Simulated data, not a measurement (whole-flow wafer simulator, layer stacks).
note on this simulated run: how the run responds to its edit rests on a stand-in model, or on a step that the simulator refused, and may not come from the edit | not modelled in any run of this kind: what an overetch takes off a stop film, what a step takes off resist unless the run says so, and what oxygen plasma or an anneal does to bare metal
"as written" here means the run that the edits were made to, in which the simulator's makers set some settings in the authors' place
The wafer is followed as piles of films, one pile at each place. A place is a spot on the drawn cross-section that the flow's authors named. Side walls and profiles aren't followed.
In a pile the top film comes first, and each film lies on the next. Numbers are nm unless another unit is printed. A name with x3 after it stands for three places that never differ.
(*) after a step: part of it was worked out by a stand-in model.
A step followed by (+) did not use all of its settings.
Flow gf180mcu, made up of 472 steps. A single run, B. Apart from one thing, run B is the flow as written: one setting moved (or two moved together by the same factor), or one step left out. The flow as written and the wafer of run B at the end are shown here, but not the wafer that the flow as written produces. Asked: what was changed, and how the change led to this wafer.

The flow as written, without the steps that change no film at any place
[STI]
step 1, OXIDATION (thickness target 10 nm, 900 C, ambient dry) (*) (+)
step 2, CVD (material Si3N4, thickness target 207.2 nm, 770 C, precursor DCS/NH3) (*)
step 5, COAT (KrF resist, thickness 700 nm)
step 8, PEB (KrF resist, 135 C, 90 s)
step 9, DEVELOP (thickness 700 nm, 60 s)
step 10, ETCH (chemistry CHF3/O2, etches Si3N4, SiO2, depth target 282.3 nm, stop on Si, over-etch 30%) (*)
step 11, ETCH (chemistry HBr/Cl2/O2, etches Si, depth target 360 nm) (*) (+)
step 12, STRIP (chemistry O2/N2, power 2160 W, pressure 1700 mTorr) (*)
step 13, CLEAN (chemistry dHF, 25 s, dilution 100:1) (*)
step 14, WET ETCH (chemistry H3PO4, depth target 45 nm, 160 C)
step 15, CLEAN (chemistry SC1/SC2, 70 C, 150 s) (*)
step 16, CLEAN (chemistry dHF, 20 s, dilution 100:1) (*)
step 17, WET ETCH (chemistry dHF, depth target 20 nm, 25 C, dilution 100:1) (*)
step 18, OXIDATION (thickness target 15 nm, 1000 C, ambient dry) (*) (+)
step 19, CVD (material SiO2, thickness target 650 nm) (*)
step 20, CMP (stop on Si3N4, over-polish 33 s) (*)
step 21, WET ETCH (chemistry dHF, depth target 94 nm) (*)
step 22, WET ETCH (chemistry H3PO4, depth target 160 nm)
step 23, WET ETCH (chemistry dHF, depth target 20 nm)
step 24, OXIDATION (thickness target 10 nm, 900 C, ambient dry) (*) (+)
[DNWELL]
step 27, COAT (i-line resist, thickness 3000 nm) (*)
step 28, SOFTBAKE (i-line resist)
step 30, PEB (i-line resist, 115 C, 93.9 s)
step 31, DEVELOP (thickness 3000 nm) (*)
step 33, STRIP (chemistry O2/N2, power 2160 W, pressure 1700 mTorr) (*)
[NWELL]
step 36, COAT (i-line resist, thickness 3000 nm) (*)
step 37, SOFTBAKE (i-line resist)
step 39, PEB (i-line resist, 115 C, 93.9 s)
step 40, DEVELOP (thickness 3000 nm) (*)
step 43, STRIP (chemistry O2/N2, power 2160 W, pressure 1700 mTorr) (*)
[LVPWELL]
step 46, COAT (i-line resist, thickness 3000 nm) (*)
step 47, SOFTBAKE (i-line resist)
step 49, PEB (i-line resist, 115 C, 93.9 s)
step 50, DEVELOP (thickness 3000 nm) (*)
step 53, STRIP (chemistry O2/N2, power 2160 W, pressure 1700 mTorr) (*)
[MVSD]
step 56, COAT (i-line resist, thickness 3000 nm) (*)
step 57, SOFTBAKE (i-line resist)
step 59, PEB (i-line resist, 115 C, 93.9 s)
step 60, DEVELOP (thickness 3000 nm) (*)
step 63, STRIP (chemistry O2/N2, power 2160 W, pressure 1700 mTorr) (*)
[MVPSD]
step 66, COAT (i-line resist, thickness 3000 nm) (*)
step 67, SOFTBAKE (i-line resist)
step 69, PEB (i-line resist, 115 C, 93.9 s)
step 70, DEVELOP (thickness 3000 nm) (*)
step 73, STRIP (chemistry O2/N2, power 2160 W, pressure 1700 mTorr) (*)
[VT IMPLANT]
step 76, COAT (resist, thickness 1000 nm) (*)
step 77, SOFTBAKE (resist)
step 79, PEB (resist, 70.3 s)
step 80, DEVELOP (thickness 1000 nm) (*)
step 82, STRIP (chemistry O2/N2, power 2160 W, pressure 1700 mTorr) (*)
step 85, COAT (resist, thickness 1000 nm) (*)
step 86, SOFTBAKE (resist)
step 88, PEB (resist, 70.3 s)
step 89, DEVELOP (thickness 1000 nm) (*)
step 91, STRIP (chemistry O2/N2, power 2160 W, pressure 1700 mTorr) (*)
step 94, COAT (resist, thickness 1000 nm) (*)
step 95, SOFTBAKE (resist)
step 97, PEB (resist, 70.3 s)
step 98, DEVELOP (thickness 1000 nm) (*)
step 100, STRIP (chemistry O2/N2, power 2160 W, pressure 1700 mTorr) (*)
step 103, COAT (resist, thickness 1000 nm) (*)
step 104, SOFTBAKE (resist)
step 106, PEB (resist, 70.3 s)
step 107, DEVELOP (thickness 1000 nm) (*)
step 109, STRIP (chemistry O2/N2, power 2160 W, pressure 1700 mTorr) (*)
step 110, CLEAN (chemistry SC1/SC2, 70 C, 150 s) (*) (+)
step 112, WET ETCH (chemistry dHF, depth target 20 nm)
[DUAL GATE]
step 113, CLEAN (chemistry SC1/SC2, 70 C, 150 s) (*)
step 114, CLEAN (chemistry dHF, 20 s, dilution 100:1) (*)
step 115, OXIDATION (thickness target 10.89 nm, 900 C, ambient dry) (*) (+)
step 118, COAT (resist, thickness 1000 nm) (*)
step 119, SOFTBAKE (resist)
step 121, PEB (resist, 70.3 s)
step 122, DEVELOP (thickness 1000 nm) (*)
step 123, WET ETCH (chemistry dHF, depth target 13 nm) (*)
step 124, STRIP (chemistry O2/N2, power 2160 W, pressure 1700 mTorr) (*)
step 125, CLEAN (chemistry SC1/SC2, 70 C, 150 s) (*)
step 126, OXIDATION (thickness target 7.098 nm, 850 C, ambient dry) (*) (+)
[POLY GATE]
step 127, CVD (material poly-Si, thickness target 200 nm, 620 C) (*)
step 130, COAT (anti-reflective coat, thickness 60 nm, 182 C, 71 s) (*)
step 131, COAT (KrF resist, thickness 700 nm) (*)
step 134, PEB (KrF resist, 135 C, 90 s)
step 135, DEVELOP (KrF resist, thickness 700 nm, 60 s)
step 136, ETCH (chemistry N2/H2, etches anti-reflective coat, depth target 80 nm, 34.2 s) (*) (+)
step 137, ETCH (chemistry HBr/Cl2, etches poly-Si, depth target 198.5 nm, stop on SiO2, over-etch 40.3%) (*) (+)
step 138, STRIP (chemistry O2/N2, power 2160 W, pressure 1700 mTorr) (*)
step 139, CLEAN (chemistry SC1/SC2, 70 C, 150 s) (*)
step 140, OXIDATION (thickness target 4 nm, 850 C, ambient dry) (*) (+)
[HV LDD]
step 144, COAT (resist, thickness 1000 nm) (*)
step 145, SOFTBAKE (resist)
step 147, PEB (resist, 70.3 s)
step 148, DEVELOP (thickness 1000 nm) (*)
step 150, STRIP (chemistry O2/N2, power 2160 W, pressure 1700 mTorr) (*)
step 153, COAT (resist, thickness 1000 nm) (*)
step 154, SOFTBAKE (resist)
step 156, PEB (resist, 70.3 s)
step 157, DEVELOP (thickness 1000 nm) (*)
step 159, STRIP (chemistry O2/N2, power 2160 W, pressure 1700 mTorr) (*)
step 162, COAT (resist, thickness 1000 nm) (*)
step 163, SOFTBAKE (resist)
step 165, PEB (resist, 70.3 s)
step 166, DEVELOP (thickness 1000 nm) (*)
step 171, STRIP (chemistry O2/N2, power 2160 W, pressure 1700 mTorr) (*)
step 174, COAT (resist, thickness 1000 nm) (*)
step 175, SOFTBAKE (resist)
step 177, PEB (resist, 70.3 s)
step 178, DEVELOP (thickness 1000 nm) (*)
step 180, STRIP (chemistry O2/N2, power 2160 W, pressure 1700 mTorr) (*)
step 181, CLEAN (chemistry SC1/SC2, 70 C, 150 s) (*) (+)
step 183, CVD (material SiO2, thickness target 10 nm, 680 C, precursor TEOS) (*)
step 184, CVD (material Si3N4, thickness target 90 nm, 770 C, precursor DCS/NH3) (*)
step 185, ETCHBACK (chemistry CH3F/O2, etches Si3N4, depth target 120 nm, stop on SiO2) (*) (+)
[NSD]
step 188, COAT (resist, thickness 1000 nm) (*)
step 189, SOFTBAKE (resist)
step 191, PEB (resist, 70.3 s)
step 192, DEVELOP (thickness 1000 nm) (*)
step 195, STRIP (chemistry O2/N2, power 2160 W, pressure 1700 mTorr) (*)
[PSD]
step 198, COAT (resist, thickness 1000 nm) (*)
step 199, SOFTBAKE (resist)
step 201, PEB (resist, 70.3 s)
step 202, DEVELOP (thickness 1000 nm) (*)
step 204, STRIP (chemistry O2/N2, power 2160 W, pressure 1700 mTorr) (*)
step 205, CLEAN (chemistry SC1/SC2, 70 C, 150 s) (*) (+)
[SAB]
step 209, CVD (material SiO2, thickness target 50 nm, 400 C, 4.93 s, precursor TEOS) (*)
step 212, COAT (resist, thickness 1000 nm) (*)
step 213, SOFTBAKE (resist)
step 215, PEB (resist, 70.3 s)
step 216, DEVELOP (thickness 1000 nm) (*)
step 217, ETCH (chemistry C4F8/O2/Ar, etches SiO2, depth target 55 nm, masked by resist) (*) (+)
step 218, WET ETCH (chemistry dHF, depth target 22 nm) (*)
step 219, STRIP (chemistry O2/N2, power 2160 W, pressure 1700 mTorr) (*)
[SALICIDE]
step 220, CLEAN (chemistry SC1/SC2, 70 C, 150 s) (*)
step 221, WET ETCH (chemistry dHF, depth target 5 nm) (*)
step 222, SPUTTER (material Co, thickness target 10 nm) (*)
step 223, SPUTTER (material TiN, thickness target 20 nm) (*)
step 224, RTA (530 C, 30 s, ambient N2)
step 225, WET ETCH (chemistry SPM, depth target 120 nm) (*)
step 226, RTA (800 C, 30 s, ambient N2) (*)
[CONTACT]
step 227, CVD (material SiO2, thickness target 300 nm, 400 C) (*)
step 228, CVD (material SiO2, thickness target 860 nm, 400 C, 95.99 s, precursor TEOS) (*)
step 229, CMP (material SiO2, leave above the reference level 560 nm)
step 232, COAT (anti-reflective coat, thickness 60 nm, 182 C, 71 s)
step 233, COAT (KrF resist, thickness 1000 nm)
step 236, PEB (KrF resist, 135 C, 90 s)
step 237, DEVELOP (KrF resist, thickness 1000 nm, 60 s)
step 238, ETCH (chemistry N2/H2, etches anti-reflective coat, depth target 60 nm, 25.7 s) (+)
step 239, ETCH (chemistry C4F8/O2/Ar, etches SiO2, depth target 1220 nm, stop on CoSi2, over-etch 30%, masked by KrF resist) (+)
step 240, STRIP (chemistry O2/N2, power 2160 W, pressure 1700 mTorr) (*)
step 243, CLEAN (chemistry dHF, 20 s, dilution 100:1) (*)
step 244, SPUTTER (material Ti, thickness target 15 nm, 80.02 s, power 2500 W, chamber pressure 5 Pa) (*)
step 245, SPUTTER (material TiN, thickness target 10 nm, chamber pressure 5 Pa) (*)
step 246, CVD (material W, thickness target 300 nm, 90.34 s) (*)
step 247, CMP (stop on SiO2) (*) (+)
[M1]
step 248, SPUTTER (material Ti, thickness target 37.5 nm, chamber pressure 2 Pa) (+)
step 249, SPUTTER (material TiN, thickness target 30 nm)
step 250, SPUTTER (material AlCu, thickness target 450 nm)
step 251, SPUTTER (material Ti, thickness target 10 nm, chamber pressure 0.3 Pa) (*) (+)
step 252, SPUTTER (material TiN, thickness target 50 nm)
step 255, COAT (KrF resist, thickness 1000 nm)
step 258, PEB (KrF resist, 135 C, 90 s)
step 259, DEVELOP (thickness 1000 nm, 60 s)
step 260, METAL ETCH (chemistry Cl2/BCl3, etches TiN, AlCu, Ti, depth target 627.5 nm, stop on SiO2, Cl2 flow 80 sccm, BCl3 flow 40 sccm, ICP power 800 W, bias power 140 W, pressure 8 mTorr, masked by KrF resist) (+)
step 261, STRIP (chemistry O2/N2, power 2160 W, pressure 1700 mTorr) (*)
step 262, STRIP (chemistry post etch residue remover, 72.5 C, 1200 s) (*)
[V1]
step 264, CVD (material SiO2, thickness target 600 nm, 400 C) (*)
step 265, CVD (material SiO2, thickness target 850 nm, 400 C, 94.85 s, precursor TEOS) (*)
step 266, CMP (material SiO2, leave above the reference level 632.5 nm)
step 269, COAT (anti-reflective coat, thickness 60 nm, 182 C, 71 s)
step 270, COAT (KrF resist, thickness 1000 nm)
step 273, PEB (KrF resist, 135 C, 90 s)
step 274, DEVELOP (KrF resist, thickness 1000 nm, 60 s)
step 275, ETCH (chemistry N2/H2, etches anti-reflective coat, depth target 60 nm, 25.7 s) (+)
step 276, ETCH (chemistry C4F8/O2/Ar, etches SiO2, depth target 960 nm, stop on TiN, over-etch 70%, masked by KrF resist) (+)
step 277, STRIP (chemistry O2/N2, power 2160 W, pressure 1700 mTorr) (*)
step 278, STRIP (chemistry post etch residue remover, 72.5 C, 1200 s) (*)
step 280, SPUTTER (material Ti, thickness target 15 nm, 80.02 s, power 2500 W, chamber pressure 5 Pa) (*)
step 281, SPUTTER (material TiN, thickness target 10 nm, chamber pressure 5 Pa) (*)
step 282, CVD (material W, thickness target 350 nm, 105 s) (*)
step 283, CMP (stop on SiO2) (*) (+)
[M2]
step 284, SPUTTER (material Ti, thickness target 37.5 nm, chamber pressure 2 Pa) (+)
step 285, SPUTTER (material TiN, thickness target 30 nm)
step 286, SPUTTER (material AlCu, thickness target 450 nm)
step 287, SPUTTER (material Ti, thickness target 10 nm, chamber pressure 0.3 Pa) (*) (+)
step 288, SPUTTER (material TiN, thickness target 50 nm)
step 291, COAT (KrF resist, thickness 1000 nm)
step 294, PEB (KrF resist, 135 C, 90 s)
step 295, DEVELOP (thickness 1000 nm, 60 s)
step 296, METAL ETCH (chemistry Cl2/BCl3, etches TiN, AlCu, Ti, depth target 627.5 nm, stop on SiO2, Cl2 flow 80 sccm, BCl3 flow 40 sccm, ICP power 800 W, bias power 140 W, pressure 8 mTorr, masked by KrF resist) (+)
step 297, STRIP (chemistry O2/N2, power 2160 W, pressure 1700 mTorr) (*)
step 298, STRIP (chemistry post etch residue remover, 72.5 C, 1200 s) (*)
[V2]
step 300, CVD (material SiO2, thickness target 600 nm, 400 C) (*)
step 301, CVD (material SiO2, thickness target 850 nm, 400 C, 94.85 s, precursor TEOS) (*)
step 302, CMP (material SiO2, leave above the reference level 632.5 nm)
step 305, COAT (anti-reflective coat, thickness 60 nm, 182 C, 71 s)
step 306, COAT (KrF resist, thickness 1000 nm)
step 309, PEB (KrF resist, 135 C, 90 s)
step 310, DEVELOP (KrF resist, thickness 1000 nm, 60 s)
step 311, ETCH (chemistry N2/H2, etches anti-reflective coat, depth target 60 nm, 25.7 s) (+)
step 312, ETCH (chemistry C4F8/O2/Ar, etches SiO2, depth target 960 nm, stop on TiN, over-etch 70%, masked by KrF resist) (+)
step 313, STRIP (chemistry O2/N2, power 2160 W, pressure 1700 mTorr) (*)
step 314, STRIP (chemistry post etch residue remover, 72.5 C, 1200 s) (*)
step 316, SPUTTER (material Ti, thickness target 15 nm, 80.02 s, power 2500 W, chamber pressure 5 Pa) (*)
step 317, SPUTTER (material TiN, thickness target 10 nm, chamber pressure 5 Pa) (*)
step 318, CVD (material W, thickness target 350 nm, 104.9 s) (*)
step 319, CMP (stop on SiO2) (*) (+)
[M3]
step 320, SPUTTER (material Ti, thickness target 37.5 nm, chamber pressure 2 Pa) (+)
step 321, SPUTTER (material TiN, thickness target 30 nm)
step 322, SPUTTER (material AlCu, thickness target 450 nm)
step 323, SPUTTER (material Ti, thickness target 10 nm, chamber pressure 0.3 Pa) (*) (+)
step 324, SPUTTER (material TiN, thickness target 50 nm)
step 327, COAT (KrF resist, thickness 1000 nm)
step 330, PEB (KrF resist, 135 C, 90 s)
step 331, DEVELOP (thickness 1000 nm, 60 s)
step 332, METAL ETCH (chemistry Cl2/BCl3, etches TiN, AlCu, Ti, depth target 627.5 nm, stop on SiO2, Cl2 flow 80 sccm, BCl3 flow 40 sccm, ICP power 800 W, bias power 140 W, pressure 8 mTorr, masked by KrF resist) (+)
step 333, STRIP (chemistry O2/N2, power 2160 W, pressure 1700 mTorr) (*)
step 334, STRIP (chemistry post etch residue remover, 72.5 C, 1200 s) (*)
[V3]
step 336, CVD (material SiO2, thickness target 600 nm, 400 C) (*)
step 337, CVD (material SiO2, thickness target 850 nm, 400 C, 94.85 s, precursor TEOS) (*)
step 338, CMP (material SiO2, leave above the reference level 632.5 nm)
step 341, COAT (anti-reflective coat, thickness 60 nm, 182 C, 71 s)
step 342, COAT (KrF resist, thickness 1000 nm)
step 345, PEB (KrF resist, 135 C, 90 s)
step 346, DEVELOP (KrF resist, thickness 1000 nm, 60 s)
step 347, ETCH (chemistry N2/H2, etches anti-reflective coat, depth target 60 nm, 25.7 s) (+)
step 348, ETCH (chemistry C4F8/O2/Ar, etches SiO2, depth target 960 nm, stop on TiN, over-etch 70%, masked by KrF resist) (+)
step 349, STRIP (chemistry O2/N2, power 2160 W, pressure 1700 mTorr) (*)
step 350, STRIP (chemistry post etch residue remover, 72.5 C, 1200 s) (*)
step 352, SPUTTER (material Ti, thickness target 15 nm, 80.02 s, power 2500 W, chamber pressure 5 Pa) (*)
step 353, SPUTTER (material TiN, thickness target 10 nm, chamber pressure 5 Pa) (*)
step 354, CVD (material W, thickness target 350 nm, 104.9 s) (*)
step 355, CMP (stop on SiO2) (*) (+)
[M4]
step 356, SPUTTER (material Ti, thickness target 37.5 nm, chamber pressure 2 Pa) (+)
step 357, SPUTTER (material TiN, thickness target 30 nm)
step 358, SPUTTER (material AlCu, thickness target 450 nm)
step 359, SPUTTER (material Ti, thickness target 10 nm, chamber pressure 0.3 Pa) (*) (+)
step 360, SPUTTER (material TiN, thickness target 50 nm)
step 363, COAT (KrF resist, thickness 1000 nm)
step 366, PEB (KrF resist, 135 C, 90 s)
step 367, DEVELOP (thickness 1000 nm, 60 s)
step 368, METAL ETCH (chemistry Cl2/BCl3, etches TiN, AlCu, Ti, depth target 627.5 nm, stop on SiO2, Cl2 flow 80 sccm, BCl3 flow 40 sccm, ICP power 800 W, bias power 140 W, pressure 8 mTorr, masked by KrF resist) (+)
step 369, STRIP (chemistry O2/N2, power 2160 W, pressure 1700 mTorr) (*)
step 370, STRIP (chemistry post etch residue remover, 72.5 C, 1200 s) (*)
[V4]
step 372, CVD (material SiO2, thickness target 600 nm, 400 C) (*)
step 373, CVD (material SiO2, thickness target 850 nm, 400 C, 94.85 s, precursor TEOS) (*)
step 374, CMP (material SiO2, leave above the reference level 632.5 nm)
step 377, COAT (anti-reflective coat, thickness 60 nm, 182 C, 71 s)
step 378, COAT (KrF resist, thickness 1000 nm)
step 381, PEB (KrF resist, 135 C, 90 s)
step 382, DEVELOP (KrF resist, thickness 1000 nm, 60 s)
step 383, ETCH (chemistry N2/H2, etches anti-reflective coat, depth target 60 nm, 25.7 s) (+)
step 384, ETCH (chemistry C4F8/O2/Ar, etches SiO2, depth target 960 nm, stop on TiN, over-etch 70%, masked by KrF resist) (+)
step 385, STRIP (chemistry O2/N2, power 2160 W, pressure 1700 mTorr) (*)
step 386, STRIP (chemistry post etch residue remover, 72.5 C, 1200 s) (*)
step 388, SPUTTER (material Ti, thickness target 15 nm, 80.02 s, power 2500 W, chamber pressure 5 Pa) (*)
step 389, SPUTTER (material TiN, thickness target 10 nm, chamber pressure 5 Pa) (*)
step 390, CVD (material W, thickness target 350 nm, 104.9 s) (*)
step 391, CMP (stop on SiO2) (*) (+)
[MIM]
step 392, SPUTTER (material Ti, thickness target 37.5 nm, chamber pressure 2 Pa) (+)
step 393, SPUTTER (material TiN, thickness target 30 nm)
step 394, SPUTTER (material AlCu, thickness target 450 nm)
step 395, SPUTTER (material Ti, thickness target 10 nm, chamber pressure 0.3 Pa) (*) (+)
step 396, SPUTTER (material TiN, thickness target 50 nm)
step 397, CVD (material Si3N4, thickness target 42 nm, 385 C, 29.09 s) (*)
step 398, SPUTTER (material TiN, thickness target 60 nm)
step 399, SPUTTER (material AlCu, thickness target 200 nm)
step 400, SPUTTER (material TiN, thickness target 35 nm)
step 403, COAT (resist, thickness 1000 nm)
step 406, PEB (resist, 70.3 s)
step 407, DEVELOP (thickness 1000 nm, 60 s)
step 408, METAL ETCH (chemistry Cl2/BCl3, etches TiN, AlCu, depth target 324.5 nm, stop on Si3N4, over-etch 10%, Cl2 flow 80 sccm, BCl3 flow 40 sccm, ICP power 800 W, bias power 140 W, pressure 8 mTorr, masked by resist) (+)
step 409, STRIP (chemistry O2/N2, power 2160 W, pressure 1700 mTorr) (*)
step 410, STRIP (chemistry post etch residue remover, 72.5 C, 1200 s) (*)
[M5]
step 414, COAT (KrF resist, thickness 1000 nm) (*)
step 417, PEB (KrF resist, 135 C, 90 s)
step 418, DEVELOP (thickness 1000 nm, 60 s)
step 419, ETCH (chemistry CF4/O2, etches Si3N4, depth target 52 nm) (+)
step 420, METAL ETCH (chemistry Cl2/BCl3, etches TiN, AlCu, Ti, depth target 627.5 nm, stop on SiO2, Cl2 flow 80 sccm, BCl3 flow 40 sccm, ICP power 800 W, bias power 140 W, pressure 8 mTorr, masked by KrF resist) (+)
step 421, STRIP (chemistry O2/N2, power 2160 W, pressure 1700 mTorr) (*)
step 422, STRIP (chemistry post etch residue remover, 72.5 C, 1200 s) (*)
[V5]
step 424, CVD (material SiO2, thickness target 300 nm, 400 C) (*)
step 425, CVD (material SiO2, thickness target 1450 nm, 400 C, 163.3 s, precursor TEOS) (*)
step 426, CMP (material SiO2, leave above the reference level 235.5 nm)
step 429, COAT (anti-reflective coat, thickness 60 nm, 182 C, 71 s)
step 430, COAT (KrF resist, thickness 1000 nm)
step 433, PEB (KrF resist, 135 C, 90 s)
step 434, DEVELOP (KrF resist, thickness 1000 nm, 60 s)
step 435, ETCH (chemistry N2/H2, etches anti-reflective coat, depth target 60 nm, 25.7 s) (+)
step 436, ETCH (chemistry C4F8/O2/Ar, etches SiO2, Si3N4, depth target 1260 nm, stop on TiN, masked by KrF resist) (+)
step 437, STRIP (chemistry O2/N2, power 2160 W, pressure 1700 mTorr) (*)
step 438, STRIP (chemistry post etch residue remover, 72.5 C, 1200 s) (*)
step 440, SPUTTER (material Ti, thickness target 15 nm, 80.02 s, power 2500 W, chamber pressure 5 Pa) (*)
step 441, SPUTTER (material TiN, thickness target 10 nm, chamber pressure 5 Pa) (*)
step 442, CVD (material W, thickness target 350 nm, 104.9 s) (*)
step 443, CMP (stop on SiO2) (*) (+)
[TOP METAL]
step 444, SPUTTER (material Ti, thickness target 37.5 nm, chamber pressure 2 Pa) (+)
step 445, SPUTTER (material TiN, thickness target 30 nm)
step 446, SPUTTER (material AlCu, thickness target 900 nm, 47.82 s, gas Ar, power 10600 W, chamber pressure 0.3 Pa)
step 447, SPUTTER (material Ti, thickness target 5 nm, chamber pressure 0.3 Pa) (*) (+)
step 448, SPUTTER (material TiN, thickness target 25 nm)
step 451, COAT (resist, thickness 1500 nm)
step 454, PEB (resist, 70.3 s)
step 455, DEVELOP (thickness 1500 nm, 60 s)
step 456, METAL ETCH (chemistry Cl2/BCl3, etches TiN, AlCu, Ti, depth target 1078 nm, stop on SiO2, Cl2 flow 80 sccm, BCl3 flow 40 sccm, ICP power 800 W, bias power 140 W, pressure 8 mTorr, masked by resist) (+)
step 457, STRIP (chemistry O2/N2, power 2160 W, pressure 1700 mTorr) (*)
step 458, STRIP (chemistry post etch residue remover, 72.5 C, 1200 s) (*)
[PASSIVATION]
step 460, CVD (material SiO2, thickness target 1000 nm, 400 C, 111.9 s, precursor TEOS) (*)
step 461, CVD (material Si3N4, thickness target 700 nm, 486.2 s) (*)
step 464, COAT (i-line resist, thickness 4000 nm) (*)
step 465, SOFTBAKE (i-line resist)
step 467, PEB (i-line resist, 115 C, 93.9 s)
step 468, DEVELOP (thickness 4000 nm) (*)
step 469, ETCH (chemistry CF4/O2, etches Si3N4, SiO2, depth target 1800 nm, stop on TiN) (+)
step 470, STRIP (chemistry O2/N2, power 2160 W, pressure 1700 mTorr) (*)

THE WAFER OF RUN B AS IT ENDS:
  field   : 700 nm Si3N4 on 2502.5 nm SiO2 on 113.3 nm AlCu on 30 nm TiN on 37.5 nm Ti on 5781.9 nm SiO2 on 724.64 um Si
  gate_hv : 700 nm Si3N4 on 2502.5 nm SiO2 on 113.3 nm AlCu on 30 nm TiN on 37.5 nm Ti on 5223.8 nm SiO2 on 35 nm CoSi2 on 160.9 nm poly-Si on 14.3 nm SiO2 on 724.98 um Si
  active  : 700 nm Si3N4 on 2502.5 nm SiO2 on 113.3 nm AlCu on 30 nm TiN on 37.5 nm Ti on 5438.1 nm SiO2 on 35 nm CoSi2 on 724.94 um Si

What caused this: step 394, SPUTTER: thickness target 688 nm was run, whereas the flow has thickness target 450 nm.

The path from the change to this, step by step:
  step 394, SPUTTER (material AlCu, thickness target 450 nm)
      field, field__w1, field__w2 and 108 more: +688 AlCu (new film) (as written it would have been: +450 AlCu (new film))
  step 420, METAL ETCH (chemistry Cl2/BCl3, etches TiN, AlCu, Ti, depth target 627.5 nm, stop on SiO2, Cl2 flow 80 sccm, BCl3 flow 40 sccm, ICP power 800 W, bias power 140 W, pressure 8 mTorr, masked by KrF resist) (+)
      field, field__w1, field__w2 and 101 more: -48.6 TiN (all of it), -10 Ti (all of it), -568.9 AlCu (as written it would have been: -48.6 TiN (all of it), -10 Ti (all of it), -450 AlCu (all of it), -30 TiN (all of it), -37.5 Ti (all of it))
  step 422, STRIP (chemistry post etch residue remover, 72.5 C, 1200 s) (*)
      field, field__w1, field__w2 and 101 more: -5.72 AlCu (as written it would have been: nothing)
  step 424, CVD (material SiO2, thickness target 300 nm, 400 C) (*)
      field, field__w1, field__w2 and 101 more: +300 SiO2 (new film) (as written it would have been: +300 SiO2)
  step 426, CMP (material SiO2, leave above the reference level 235.5 nm)
      field, field__w1, field__w5 and 92 more: -243.7 SiO2 (as written it would have been: -300.8 SiO2)
      field__w2, field__w3, field__w12 and 6 more: -212.9 SiO2 (as written it would have been: -272.7 SiO2)
With metal films that touch counted as one body, field has 1 body; the flow as written gives 0 bodies.
With metal films that touch counted as one body, gate_hv has 2 bodies (between them, from the top down: SiO2 5223.8); the flow as written gives 1 body.
With metal films that touch counted as one body, active has 2 bodies (between them, from the top down: SiO2 5438.1); the flow as written gives 1 body.
